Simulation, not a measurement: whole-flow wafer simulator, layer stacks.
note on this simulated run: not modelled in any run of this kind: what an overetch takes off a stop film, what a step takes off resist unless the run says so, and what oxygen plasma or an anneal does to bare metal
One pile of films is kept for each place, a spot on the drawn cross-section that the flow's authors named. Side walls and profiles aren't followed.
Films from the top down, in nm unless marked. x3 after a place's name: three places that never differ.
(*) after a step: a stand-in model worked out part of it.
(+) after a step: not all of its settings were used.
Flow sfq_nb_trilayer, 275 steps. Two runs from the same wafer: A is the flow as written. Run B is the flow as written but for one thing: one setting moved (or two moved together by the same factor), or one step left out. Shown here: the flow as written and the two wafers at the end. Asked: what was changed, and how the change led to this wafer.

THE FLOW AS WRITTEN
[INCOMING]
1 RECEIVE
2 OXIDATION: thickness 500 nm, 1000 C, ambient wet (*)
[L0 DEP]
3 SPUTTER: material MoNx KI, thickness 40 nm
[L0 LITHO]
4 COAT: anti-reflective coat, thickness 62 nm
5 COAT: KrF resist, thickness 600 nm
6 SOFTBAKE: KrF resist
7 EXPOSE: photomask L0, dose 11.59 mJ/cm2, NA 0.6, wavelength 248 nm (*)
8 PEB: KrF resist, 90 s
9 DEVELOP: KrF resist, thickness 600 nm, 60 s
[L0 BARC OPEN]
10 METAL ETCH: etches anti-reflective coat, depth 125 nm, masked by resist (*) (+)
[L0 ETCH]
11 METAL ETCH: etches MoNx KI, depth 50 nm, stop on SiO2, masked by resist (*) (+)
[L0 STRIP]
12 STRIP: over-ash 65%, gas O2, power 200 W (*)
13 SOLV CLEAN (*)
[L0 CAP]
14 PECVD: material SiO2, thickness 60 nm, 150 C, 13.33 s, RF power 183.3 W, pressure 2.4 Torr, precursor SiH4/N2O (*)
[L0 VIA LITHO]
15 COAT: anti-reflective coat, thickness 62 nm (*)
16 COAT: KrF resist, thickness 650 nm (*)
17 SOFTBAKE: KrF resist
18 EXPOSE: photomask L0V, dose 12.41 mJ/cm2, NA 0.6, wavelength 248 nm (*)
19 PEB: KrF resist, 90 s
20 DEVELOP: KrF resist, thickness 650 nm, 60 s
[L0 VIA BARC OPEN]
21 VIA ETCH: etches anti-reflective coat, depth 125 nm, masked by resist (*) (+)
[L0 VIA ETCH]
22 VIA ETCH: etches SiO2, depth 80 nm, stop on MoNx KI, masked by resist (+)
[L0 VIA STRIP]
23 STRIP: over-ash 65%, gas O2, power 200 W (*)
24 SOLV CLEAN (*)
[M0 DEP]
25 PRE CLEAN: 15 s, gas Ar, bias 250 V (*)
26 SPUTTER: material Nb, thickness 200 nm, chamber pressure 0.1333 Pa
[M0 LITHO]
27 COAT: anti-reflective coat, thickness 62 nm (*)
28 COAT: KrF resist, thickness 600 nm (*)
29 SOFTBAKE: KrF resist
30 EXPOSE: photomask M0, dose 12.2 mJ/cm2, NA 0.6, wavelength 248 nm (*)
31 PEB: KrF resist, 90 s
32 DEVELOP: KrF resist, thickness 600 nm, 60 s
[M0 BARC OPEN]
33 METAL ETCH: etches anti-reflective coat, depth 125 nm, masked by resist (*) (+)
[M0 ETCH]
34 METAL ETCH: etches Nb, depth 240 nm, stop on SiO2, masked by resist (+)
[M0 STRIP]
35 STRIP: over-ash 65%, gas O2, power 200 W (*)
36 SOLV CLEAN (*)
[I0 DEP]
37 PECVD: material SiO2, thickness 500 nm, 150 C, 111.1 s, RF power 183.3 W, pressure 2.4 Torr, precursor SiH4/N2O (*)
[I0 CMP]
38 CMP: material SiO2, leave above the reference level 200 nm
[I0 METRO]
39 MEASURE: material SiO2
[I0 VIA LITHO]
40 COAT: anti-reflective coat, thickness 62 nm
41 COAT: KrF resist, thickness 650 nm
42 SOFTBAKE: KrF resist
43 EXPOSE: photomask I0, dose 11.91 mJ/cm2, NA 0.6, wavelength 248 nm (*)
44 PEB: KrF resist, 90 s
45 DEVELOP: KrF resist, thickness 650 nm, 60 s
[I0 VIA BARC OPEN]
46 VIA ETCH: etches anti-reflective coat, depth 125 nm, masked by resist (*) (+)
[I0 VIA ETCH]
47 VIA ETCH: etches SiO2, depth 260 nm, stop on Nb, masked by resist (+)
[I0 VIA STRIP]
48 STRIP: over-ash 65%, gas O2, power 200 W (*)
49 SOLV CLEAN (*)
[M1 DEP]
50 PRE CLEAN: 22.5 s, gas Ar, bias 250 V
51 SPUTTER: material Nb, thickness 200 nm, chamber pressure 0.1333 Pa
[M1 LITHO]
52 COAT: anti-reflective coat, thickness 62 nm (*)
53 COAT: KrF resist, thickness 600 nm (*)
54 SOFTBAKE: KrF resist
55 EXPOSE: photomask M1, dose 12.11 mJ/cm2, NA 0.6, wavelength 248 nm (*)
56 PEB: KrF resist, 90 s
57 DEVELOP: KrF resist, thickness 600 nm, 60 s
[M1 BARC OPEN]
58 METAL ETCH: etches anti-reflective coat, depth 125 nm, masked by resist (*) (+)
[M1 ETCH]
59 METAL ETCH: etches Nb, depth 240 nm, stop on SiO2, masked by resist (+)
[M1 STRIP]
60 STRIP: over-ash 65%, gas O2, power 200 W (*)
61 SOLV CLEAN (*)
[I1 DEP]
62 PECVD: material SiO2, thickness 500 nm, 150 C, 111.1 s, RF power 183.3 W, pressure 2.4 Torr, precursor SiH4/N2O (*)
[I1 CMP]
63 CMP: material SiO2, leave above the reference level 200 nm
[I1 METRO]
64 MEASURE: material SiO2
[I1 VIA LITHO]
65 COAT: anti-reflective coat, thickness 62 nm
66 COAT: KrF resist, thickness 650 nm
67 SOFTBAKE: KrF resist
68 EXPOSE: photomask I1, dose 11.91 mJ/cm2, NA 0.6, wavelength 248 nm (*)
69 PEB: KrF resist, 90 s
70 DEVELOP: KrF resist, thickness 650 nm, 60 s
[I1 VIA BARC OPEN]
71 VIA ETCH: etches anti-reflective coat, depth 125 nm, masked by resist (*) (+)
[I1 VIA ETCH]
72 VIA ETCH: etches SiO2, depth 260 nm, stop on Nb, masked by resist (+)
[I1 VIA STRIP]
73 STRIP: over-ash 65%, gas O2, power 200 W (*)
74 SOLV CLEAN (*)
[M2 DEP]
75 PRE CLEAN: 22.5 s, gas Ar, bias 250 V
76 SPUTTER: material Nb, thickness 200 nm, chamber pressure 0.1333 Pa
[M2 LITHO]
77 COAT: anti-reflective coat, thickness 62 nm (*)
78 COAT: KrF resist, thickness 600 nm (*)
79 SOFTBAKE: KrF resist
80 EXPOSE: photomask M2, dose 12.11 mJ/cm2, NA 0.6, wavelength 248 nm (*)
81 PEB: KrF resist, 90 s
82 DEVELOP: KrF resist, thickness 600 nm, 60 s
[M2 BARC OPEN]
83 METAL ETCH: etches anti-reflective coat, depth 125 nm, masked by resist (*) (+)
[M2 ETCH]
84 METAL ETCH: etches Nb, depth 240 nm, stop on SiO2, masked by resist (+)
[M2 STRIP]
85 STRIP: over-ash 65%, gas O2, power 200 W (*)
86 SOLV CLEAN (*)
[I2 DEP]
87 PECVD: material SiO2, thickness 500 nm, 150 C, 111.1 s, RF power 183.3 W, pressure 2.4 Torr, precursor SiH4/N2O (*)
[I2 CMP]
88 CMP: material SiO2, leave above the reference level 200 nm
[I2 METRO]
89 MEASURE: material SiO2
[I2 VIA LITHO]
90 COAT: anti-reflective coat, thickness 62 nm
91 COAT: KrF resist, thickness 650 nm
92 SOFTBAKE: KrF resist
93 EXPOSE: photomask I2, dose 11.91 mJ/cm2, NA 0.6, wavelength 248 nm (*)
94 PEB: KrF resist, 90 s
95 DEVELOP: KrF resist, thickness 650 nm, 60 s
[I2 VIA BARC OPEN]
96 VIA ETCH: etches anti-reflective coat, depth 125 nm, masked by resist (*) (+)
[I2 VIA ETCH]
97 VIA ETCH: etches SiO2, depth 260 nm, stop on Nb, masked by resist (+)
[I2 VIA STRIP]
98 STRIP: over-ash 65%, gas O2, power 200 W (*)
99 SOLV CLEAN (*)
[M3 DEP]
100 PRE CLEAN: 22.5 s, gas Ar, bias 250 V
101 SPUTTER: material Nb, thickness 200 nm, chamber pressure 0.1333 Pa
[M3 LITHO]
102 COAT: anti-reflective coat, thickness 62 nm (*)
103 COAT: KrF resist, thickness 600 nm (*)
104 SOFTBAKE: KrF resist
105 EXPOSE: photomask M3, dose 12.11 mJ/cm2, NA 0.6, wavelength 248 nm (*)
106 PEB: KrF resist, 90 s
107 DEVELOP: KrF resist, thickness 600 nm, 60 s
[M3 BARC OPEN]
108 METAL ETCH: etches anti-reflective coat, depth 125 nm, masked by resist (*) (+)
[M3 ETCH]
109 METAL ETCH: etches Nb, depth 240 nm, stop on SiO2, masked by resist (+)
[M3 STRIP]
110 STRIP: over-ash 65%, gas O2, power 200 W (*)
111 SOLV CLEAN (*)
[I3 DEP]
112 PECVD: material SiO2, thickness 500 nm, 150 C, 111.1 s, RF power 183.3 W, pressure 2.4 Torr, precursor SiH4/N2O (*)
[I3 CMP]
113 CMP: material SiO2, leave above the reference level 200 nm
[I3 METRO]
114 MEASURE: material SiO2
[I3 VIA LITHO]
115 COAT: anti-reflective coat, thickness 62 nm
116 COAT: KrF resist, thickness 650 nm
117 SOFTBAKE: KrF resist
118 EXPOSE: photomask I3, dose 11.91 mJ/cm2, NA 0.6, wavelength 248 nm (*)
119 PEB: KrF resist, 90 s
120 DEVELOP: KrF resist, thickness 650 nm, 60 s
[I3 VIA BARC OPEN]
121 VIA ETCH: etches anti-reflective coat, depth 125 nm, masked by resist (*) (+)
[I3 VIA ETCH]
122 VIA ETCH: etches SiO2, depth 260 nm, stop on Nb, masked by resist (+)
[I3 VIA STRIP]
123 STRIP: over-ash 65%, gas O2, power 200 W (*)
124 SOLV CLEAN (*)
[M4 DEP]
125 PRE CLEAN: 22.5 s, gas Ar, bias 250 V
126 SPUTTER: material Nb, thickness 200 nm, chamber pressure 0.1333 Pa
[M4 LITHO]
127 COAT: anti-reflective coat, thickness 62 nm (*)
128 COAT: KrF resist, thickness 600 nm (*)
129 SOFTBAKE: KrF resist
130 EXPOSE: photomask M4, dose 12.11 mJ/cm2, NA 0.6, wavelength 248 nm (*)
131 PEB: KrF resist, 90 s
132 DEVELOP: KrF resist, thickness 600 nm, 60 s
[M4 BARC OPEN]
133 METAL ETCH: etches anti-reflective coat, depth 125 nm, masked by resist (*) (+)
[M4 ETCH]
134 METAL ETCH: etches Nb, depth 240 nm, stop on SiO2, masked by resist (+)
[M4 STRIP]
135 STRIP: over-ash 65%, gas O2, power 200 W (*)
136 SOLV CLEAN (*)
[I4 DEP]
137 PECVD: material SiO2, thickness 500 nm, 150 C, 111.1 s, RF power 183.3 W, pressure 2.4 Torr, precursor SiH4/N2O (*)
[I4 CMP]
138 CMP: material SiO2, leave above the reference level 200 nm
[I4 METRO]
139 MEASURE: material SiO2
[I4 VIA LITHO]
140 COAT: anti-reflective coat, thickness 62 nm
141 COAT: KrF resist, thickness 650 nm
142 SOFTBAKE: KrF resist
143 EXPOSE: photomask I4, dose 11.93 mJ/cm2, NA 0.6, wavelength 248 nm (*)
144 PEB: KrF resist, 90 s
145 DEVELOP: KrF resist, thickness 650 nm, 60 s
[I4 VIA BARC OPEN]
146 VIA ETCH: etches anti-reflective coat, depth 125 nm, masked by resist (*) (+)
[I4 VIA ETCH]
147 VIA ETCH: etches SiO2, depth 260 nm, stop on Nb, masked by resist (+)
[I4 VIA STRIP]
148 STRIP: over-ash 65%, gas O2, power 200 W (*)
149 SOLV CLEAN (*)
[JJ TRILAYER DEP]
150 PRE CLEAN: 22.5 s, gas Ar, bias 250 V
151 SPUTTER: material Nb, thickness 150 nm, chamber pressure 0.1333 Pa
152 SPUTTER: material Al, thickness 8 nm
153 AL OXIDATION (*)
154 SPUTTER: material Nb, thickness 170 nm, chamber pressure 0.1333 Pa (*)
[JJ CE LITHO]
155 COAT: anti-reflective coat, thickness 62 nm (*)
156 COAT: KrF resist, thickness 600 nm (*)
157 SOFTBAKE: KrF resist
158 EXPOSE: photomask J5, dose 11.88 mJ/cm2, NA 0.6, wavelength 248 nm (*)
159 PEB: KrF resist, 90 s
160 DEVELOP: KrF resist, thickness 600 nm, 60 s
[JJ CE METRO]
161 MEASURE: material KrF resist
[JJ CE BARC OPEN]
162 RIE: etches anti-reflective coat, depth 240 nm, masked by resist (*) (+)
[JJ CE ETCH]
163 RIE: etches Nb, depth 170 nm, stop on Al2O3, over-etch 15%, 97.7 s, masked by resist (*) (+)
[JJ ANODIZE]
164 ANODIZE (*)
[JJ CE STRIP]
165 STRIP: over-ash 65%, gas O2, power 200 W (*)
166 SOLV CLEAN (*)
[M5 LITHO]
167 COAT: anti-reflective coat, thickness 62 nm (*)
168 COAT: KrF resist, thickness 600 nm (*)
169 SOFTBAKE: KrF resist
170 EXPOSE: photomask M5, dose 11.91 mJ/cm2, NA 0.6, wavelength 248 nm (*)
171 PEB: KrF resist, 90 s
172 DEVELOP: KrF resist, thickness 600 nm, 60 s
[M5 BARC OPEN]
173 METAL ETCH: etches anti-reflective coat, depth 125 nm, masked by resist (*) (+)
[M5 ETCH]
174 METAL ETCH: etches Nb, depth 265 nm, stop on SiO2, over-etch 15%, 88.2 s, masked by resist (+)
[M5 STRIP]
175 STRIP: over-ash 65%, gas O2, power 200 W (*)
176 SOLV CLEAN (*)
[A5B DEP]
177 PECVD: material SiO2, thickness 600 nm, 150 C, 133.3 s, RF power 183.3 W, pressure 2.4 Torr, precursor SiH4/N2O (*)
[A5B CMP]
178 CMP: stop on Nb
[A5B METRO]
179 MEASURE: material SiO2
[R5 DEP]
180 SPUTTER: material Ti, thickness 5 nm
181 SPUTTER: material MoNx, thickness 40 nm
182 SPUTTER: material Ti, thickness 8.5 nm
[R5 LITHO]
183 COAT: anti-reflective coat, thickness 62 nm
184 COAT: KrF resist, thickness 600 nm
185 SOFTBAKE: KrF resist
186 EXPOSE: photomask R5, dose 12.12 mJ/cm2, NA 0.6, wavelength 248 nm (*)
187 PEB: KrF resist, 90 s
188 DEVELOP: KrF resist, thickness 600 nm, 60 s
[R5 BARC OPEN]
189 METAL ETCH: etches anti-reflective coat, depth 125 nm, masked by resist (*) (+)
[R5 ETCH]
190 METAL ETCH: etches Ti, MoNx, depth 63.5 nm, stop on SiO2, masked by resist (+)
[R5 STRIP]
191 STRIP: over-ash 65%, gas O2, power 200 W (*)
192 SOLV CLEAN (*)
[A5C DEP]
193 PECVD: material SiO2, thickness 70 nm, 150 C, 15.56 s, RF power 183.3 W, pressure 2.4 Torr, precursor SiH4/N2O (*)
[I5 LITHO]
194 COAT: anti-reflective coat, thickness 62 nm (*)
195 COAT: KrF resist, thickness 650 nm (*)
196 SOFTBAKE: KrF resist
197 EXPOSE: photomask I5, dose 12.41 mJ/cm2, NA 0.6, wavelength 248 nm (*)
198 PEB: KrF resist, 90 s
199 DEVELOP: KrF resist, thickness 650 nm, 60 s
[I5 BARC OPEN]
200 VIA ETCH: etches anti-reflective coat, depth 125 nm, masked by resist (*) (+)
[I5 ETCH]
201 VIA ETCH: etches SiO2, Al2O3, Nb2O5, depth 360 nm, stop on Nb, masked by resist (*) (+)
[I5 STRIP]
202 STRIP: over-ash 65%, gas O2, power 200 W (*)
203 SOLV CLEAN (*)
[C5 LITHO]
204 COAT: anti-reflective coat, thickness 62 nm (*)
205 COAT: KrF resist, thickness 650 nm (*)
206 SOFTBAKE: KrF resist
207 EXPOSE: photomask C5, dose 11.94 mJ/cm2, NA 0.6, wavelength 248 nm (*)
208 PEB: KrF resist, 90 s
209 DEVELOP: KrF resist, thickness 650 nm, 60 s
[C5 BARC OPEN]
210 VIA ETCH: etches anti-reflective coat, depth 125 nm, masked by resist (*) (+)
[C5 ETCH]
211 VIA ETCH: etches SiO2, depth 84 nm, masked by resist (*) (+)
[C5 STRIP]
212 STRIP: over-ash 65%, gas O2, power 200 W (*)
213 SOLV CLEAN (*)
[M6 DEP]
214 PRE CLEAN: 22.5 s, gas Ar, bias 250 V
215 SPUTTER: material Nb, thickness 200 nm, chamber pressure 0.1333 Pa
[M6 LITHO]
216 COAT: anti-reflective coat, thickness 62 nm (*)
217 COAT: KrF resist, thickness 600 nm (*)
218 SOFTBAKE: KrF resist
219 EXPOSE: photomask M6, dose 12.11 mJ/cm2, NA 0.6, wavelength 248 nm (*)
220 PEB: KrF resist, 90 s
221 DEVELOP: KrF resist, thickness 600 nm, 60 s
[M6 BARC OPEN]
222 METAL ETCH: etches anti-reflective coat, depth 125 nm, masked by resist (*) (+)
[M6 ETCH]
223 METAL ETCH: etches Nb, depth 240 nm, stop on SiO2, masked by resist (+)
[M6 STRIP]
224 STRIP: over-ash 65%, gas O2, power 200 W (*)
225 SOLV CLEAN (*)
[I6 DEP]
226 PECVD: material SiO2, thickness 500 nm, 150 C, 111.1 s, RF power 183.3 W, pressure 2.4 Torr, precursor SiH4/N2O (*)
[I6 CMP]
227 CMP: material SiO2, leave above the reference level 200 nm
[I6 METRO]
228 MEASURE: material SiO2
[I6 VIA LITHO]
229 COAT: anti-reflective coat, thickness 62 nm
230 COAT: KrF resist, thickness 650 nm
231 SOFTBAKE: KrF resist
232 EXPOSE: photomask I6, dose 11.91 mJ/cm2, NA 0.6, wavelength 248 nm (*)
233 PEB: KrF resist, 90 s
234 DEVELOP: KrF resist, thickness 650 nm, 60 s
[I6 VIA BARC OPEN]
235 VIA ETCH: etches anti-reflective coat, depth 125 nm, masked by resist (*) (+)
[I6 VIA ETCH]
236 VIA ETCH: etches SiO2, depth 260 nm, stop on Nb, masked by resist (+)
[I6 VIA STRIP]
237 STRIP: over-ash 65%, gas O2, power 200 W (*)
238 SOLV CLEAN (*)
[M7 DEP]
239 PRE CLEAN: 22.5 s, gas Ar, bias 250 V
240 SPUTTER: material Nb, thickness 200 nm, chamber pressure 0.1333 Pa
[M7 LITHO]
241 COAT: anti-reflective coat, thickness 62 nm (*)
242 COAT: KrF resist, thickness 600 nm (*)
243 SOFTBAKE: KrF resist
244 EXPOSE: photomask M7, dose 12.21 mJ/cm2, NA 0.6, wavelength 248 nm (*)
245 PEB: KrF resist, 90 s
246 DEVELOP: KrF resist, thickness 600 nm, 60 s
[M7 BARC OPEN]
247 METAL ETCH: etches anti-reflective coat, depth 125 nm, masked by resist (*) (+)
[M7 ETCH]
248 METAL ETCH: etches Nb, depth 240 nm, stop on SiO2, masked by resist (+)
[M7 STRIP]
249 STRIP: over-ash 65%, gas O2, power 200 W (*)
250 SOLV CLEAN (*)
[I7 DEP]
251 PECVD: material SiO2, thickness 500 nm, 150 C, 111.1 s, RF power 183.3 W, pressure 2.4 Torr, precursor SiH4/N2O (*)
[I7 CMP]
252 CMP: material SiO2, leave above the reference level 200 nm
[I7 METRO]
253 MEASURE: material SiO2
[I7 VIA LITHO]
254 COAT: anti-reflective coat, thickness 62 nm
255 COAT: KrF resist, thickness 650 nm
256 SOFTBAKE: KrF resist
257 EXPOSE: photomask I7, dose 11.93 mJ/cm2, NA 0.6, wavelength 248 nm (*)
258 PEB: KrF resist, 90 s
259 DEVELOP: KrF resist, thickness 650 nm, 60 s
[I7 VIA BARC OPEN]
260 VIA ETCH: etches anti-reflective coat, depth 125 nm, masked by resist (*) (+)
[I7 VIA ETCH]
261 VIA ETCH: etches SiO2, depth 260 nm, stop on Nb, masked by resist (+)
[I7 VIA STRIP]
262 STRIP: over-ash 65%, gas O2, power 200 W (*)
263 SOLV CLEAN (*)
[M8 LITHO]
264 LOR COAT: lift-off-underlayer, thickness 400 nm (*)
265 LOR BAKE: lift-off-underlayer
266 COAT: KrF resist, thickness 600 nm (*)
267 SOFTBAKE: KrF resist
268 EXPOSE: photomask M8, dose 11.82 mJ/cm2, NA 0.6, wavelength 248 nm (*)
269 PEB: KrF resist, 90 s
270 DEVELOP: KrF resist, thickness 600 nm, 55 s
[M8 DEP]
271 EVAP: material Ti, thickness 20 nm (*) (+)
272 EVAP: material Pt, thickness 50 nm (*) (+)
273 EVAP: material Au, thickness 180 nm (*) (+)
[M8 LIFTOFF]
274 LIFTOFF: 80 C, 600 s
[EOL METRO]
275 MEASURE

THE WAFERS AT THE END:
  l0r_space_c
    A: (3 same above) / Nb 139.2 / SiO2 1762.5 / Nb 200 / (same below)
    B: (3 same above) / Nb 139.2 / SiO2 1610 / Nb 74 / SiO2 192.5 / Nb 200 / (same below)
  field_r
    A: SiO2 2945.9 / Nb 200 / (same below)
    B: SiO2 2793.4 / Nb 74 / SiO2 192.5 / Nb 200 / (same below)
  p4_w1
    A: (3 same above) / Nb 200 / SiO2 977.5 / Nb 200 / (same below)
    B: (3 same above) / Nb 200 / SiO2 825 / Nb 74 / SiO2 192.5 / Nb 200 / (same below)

The cause: step 51, SPUTTER: thickness 314 nm was run, where the flow has thickness 200 nm.

How the change led to this, step by step:
  51 SPUTTER: material Nb, thickness 200 nm, chamber pressure 0.1333 Pa
      field_l, v_sur, via_wl and 102 more: A Nb +200 (new film) | B Nb +314 (new film)
      via_w: A Nb +174.5 | B Nb +275.9
  52 COAT: anti-reflective coat, thickness 62 nm (*)
      via_wr: A anti-reflective coat +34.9 (new film) | B anti-reflective coat +34.1 (new film)
  59 METAL ETCH: etches Nb, depth 240 nm, stop on SiO2, masked by resist (+)
      field_l, be, be_sur and 79 more: A Nb -200 (all of it) | B Nb -240
  60 STRIP: over-ash 65%, gas O2, power 200 W (*)
      via_wr: A KrF resist -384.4 (all of it), anti-reflective coat -34.9 (all of it) | B KrF resist -384 (all of it), anti-reflective coat -34.1 (all of it)
  62 PECVD: material SiO2, thickness 500 nm, 150 C, 111.1 s, RF power 183.3 W, pressure 2.4 Torr, precursor SiH4/N2O (*)
      field_l, be, be_sur and 72 more: A SiO2 +500 | B SiO2 +500 (new film)
      lsp_m, ln_m6, lsp_r, l0_sur, l0v: A SiO2 +494.9 | B SiO2 +493.9 (new film)
      (and at 2 more places)
  63 CMP: material SiO2, leave above the reference level 200 nm
      field_l, be, be_sur and 72 more: A SiO2 -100 | B SiO2 -60
      lsp_m, ln_m6, lsp_r, l0_sur, l0v: A SiO2 -94.9 | B SiO2 -53.9
      (and at 1 more place)
Counting metal films that touch as one body, l0r_space_c has 3 bodies (between them, from the top down: SiO2 1610; SiO2 192.5); the flow as written gives 2 bodies (between them, from the top down: SiO2 1762.5).
Counting metal films that touch as one body, field_r has 2 bodies (between them, from the top down: SiO2 192.5); the flow as written gives 1 body.
Counting metal films that touch as one body, p4_w1 has 4 bodies (between them, from the top down: SiO2 192.5; SiO2 825; SiO2 192.5); the flow as written gives 3 bodies (between them, from the top down: SiO2 192.5; SiO2 977.5).
